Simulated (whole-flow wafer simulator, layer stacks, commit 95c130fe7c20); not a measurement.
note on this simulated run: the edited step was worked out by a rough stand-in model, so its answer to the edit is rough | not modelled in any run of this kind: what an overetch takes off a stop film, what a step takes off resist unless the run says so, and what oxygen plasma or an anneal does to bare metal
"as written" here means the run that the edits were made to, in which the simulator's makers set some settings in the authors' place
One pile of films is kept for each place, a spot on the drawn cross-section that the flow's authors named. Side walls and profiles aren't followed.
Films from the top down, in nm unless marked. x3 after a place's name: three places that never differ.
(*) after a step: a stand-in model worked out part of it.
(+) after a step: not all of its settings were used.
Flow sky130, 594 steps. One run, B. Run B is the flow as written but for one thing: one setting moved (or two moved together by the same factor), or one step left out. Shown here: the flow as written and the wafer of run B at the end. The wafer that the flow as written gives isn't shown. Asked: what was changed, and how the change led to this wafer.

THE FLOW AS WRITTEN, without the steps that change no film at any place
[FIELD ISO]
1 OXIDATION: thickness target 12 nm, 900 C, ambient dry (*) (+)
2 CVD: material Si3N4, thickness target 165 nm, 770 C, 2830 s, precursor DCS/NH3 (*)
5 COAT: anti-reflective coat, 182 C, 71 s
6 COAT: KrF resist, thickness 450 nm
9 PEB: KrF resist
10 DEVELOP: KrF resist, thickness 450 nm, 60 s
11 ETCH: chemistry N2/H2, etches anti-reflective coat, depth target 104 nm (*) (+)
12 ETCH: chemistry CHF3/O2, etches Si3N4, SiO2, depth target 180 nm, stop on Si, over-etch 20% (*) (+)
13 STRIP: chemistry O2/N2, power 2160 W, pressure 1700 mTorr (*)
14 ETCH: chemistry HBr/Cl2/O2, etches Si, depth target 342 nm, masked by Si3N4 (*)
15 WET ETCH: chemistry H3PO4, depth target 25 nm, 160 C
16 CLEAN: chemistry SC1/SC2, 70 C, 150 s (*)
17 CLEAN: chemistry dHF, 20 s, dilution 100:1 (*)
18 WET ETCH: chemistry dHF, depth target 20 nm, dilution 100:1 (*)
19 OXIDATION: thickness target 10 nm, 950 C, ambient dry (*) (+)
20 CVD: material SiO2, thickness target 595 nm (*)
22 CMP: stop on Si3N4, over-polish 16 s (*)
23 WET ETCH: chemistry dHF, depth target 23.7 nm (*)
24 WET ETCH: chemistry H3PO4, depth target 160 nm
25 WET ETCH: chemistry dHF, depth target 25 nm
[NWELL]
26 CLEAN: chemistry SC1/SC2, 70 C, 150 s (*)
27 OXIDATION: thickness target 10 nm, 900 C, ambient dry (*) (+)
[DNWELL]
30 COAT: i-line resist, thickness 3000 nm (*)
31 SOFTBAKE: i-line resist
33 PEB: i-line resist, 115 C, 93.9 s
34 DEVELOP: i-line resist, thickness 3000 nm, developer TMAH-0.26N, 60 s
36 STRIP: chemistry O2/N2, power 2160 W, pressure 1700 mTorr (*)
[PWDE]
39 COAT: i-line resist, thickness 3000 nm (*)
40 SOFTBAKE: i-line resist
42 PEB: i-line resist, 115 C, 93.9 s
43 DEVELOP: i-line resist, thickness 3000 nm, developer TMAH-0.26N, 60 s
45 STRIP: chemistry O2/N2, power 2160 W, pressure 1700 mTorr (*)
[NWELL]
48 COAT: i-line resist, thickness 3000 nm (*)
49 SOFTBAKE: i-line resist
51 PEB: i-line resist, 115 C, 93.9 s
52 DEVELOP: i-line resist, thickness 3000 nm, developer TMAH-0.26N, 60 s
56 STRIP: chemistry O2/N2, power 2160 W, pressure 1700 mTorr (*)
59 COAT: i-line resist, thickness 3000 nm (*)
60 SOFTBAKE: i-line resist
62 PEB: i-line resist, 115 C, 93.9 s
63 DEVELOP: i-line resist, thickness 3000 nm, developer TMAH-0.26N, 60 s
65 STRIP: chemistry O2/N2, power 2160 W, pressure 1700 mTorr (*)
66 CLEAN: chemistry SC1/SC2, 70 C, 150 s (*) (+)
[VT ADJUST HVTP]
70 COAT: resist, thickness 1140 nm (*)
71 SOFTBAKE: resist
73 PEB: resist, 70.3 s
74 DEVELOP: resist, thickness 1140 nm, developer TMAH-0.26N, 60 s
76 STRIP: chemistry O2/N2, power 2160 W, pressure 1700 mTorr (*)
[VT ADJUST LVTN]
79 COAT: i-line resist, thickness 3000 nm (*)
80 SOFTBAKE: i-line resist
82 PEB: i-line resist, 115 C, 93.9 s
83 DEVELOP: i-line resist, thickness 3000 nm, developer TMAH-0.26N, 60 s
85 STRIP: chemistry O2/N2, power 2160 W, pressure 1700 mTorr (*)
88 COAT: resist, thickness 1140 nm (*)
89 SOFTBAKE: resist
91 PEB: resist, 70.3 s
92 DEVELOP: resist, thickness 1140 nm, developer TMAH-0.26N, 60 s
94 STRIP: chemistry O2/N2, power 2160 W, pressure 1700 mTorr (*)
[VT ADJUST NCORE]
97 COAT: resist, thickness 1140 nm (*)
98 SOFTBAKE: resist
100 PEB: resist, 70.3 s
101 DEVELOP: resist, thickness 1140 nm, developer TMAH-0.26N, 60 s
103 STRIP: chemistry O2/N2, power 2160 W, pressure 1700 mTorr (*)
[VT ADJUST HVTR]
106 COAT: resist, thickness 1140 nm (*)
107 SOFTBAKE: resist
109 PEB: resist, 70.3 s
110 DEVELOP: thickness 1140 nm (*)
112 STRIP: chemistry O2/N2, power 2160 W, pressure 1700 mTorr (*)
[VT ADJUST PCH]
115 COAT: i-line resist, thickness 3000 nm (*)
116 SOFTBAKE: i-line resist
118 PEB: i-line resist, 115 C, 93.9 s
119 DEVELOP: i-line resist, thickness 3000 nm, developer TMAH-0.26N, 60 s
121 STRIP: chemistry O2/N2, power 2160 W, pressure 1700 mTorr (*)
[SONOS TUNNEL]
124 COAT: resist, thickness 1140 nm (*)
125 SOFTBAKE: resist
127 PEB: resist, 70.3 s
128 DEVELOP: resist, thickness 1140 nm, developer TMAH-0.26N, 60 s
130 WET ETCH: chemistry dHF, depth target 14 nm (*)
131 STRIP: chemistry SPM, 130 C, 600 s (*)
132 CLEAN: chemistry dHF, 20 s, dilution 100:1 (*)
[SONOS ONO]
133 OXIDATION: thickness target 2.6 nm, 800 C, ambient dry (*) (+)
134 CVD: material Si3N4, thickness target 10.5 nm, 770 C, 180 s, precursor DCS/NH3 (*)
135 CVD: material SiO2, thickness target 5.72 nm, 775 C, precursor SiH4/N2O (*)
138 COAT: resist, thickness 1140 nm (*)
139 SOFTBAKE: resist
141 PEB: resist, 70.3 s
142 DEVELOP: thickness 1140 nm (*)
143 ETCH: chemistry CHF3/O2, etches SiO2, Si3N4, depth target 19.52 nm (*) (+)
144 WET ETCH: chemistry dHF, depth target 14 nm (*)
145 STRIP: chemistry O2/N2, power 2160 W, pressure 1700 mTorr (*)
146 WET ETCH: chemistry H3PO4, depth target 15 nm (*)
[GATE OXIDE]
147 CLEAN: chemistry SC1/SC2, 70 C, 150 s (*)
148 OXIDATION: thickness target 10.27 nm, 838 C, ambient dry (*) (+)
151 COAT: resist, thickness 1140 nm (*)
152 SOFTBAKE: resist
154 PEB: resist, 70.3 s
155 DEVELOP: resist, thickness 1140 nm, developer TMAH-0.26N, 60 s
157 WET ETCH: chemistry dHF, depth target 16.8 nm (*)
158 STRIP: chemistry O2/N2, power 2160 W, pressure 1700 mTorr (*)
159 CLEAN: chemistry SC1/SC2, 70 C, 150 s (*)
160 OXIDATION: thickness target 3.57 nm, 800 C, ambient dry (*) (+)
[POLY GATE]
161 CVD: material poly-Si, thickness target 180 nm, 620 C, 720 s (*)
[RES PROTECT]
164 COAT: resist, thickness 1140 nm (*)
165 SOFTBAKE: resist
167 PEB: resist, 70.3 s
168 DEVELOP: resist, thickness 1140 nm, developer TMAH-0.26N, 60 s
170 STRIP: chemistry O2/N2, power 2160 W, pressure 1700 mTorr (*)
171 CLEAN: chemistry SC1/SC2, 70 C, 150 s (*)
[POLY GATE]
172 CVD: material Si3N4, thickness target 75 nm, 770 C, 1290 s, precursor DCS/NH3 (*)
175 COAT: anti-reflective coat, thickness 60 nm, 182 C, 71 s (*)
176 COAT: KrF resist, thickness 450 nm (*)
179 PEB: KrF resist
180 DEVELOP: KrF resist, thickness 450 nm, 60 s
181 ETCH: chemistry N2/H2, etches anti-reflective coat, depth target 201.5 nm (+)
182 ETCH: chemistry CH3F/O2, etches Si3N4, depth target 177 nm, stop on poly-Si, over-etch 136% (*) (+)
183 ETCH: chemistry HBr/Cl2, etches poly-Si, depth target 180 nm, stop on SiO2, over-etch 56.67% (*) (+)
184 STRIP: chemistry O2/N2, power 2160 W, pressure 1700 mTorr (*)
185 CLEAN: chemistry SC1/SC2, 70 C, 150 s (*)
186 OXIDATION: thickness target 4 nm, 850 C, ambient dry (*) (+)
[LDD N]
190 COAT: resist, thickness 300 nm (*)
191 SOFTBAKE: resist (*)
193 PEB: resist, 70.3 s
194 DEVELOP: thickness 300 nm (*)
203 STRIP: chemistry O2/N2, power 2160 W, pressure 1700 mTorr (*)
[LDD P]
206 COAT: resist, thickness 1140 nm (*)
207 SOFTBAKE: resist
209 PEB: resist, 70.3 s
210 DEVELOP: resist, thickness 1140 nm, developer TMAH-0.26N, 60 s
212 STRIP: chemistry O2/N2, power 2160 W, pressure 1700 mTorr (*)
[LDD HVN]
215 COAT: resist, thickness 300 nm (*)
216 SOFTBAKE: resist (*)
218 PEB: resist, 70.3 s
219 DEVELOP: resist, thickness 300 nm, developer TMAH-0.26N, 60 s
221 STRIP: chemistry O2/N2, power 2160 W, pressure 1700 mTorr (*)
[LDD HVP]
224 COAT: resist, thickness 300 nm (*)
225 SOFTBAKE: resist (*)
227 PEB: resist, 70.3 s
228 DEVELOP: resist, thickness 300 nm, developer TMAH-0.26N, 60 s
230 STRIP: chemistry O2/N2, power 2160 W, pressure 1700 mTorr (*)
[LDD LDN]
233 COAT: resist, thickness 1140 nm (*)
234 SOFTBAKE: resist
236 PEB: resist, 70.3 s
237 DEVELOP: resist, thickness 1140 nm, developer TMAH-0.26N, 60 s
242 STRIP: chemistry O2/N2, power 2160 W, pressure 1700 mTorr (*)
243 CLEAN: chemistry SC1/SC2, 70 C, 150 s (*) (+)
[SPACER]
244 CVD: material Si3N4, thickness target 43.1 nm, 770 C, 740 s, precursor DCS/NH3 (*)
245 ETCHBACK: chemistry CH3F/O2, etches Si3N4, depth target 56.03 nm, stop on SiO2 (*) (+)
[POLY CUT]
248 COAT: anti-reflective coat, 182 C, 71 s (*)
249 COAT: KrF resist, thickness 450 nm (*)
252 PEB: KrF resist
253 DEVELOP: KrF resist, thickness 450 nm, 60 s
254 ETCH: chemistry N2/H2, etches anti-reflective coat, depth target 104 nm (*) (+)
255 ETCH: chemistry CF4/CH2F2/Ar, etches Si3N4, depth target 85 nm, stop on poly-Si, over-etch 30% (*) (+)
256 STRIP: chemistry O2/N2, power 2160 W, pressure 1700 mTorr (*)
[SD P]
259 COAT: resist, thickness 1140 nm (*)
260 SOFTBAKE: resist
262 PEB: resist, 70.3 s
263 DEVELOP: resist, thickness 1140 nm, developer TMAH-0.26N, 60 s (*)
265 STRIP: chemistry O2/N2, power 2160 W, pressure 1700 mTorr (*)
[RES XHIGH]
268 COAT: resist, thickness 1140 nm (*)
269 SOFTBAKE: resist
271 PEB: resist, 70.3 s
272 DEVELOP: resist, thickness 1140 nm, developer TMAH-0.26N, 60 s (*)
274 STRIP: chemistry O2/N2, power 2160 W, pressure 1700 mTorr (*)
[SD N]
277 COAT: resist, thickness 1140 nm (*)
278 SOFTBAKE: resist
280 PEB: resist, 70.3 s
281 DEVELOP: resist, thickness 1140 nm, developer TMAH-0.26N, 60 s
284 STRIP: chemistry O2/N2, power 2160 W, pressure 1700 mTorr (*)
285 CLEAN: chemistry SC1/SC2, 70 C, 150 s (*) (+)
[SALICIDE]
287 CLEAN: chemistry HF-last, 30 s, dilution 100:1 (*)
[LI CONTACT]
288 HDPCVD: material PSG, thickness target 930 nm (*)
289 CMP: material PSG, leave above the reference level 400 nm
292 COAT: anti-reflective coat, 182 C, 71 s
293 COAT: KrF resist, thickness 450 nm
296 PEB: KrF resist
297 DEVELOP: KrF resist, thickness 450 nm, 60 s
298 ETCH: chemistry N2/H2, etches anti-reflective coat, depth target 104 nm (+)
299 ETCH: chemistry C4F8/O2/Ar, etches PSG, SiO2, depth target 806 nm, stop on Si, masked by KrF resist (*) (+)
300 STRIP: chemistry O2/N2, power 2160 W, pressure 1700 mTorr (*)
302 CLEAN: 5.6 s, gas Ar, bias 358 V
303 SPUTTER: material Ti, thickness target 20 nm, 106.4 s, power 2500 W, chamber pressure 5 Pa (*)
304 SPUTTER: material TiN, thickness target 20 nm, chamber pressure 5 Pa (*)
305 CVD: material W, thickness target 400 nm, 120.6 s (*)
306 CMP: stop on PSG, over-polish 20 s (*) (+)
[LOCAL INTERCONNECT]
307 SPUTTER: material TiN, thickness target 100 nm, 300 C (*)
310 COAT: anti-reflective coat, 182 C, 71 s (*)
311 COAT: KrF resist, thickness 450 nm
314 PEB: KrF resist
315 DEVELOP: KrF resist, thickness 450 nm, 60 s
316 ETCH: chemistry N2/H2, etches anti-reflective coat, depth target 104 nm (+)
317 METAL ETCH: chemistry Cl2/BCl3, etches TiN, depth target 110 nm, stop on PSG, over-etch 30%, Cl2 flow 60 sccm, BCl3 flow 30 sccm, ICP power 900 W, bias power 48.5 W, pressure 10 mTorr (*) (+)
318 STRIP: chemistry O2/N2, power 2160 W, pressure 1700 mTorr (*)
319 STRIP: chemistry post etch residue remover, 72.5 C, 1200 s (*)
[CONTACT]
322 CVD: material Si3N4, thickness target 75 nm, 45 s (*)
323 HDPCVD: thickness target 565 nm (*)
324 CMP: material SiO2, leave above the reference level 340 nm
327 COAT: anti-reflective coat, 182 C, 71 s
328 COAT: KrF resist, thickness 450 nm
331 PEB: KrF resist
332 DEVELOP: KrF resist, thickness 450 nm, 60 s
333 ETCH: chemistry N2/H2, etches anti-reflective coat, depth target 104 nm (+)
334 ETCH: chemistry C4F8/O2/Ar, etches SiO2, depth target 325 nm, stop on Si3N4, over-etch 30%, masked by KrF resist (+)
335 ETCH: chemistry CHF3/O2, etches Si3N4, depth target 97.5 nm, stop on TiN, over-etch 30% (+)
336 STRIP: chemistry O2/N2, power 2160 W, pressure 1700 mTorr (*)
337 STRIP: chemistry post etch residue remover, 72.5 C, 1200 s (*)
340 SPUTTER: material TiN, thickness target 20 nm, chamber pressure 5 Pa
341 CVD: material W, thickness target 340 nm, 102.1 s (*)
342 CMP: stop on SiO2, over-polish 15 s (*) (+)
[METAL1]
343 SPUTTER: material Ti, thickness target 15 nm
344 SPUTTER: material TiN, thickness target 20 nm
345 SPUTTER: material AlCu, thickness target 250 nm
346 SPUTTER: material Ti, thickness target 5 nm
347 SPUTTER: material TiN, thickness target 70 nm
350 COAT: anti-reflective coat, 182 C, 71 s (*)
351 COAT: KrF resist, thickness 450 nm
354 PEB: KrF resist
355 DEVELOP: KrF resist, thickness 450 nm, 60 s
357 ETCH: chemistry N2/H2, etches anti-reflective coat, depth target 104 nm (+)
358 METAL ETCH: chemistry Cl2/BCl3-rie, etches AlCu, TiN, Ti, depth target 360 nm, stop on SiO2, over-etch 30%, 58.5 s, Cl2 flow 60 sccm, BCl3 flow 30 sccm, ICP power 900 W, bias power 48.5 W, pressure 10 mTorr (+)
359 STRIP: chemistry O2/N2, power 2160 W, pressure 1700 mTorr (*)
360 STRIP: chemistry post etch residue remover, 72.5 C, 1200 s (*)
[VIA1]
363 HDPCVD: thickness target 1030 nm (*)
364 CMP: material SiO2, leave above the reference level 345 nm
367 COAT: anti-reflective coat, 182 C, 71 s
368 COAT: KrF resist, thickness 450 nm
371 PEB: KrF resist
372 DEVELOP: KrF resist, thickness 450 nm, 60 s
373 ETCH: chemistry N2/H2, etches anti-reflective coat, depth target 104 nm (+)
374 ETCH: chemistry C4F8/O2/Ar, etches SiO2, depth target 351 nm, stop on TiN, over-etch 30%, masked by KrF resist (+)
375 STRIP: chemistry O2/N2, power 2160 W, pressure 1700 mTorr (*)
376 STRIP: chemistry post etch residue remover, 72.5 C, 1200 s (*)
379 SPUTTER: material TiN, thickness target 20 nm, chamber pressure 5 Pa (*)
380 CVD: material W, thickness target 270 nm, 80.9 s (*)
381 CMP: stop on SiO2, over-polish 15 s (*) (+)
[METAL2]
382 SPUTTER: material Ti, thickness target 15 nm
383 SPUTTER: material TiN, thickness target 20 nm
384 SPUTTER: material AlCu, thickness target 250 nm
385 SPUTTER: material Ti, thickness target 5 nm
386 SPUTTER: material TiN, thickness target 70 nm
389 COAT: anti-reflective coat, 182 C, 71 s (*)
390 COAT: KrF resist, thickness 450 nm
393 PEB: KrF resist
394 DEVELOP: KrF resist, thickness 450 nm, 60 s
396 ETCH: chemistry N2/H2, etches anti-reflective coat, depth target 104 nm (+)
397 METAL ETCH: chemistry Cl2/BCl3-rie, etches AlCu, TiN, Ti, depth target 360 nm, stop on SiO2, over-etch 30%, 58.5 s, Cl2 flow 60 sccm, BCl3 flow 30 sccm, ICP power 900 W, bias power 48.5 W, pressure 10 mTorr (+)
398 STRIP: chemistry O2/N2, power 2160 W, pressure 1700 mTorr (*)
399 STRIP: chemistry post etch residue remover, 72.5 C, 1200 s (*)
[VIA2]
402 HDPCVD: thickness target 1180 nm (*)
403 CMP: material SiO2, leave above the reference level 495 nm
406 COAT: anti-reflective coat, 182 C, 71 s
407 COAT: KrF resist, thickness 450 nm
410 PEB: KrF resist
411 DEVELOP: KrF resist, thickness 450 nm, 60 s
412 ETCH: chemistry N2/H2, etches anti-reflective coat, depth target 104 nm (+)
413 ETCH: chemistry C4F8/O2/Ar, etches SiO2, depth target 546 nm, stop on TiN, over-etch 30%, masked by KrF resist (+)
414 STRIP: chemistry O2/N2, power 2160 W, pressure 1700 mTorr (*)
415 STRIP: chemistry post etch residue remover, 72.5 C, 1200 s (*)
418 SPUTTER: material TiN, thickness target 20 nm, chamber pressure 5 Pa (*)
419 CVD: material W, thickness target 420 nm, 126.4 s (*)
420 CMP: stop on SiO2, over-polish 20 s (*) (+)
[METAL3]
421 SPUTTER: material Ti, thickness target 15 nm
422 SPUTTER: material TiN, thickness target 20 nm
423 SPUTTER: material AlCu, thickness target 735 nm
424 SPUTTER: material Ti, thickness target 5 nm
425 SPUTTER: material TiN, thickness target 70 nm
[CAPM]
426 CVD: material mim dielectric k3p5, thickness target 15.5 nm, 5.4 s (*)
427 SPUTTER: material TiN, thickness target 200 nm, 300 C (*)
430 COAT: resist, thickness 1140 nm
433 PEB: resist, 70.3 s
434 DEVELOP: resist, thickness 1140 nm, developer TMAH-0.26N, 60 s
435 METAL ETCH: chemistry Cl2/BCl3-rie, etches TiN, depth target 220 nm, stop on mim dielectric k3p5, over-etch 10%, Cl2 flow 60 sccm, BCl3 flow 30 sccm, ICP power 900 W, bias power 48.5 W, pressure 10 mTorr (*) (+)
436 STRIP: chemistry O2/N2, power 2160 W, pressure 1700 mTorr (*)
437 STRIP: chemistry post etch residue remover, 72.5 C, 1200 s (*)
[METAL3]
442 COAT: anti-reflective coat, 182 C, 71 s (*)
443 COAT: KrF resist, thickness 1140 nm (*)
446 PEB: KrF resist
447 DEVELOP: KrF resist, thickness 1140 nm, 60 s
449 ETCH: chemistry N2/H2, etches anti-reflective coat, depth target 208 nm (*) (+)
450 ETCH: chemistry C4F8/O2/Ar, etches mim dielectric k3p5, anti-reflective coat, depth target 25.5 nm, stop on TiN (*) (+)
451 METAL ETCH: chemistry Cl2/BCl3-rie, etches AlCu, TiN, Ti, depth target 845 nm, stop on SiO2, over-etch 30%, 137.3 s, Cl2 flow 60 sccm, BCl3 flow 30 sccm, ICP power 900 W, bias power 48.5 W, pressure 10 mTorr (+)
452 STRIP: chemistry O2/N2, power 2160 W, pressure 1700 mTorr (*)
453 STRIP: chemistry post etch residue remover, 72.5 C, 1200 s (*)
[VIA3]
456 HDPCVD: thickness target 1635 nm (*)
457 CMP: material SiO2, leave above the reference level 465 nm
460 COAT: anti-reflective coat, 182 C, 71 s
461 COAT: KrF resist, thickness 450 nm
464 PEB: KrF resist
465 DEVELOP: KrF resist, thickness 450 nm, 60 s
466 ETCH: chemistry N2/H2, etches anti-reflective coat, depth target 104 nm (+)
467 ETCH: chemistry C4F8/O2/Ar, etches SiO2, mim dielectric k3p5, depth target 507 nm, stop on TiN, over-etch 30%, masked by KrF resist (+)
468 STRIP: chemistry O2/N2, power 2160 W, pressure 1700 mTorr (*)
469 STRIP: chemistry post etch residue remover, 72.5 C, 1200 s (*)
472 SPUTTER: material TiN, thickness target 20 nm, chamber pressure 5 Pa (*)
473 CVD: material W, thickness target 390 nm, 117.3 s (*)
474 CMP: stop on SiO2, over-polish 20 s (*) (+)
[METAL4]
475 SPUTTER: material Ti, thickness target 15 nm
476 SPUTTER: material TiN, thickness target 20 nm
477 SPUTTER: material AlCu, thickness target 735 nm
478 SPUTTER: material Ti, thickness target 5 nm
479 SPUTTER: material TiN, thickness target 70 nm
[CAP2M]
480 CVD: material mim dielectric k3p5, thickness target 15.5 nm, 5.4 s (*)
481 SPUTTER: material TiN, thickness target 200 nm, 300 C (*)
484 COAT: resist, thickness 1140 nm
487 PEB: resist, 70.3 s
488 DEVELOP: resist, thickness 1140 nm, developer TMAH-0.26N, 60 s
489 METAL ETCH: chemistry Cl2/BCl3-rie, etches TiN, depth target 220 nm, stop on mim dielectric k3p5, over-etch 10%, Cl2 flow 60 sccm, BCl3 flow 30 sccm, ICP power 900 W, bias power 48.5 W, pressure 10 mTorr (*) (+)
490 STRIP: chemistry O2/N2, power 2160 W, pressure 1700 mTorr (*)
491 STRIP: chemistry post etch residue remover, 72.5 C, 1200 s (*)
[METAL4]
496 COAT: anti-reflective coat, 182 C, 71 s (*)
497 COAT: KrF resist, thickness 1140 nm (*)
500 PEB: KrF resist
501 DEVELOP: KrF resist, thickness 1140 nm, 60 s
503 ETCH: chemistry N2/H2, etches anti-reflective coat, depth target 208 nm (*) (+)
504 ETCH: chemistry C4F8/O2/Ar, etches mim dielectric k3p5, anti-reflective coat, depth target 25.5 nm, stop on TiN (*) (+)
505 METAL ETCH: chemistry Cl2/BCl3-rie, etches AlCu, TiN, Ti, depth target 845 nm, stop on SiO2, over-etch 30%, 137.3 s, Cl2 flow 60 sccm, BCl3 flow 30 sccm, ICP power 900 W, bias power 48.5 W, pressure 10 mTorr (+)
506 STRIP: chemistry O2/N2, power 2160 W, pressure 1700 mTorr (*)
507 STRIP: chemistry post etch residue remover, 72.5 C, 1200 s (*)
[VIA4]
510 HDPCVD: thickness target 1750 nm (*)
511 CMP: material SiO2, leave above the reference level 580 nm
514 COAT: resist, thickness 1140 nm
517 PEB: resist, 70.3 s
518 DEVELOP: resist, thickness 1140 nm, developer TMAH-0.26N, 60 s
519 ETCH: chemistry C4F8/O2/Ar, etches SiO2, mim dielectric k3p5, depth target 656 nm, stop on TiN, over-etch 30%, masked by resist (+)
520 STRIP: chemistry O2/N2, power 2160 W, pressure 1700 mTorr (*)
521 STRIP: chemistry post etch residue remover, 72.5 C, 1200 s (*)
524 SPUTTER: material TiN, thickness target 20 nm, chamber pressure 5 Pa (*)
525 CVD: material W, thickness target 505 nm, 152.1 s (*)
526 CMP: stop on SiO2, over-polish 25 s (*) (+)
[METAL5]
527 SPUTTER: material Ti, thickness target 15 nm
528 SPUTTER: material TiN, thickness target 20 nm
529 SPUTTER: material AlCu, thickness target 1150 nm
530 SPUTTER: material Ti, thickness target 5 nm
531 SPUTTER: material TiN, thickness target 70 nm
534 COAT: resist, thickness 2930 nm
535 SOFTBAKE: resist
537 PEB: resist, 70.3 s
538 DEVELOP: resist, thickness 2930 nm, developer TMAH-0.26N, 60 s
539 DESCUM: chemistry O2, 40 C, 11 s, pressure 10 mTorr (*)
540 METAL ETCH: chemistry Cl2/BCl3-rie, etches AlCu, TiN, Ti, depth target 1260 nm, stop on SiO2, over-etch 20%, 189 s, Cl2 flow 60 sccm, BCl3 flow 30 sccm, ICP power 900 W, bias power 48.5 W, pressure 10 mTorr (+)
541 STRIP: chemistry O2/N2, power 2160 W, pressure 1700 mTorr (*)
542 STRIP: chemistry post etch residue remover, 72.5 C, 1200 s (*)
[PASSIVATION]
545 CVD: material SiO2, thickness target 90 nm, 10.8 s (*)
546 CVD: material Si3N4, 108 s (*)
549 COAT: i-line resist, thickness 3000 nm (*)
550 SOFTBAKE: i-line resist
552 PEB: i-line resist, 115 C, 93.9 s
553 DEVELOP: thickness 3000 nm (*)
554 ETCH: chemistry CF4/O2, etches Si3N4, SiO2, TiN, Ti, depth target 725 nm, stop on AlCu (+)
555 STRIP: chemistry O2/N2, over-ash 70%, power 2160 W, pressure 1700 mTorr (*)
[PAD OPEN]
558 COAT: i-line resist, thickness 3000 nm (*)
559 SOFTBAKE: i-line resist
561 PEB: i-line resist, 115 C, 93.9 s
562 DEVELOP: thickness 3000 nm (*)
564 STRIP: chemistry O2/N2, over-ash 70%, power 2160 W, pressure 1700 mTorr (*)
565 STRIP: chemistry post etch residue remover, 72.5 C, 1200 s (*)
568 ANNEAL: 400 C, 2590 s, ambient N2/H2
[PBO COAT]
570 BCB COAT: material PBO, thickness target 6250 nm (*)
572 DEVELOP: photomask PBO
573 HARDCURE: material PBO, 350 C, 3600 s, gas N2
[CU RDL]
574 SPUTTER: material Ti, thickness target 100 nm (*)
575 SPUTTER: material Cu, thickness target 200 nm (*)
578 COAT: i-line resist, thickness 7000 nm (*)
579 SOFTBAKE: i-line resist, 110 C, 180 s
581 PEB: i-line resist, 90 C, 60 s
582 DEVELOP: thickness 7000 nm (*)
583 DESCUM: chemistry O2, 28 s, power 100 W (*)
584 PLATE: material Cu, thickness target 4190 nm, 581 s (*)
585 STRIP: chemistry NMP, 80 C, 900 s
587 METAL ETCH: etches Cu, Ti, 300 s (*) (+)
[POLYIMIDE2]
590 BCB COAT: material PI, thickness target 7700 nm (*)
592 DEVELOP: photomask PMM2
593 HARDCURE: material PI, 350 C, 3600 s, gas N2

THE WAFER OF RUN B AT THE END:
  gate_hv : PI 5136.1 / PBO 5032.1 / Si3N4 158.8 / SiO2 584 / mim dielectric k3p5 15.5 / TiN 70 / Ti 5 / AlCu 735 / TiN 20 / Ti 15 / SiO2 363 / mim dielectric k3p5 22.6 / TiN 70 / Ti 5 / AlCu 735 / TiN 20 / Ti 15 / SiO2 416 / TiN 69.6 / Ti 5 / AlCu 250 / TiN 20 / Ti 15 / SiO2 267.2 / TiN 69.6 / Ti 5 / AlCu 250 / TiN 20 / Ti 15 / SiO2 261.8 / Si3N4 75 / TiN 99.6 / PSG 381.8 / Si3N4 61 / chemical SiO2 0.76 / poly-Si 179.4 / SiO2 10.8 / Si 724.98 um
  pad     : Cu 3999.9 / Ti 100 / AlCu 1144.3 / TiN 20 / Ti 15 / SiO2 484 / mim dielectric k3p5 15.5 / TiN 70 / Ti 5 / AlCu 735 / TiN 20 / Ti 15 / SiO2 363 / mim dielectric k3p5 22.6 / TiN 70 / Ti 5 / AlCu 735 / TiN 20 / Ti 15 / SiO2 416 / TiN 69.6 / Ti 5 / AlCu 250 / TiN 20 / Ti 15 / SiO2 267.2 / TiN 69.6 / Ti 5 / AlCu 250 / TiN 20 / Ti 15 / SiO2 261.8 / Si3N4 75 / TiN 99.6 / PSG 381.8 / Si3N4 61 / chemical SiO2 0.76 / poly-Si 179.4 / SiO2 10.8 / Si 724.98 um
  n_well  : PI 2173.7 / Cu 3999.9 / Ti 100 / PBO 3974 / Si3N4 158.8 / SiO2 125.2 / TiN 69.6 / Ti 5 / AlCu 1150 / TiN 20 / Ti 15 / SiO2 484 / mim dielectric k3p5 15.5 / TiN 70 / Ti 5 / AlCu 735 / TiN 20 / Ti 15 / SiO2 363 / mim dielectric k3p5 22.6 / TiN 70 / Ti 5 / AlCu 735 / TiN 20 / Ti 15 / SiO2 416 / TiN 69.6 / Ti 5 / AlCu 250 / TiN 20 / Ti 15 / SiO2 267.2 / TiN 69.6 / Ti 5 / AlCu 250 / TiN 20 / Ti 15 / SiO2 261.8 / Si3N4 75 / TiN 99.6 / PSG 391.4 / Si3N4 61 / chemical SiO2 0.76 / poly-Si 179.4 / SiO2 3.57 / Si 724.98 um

The cause: step 426, CVD: thickness target 22.6 nm was run, where the flow has thickness target 15.5 nm; step 426, CVD: 7.88 s was run, where the flow has 5.4 s.
It can be read off the wafer: gate_hv has mim dielectric k3p5 22.6, and step 426 as written asks for 15.5 nm.

How the change led to this, step by step:
  426 CVD: material mim dielectric k3p5, thickness target 15.5 nm, 5.4 s (*)
      field, active, n_well and 188 more: mim dielectric k3p5 +22.6 (new film) (as written it would be: mim dielectric k3p5 +15.5 (new film))
  450 ETCH: chemistry C4F8/O2/Ar, etches mim dielectric k3p5, anti-reflective coat, depth target 25.5 nm, stop on TiN (*) (+)
      n_well, p_well, gate_hv and 104 more: KrF resist -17 (as written it would be: KrF resist -15.5)
      field, active, gate and 82 more: mim dielectric k3p5 -22.6 (all of it) (as written it would be: mim dielectric k3p5 -15.5 (all of it))
  467 ETCH: chemistry C4F8/O2/Ar, etches SiO2, mim dielectric k3p5, depth target 507 nm, stop on TiN, over-etch 30%, masked by KrF resist (+)
      m1: SiO2 -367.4 (all of it), mim dielectric k3p5 -22.6 (all of it) (as written it would be: SiO2 -374.5 (all of it), mim dielectric k3p5 -15.5 (all of it))
      via3_hole: SiO2 -366.8 (all of it), mim dielectric k3p5 -22.6 (all of it) (as written it would be: SiO2 -373.9 (all of it), mim dielectric k3p5 -15.5 (all of it))
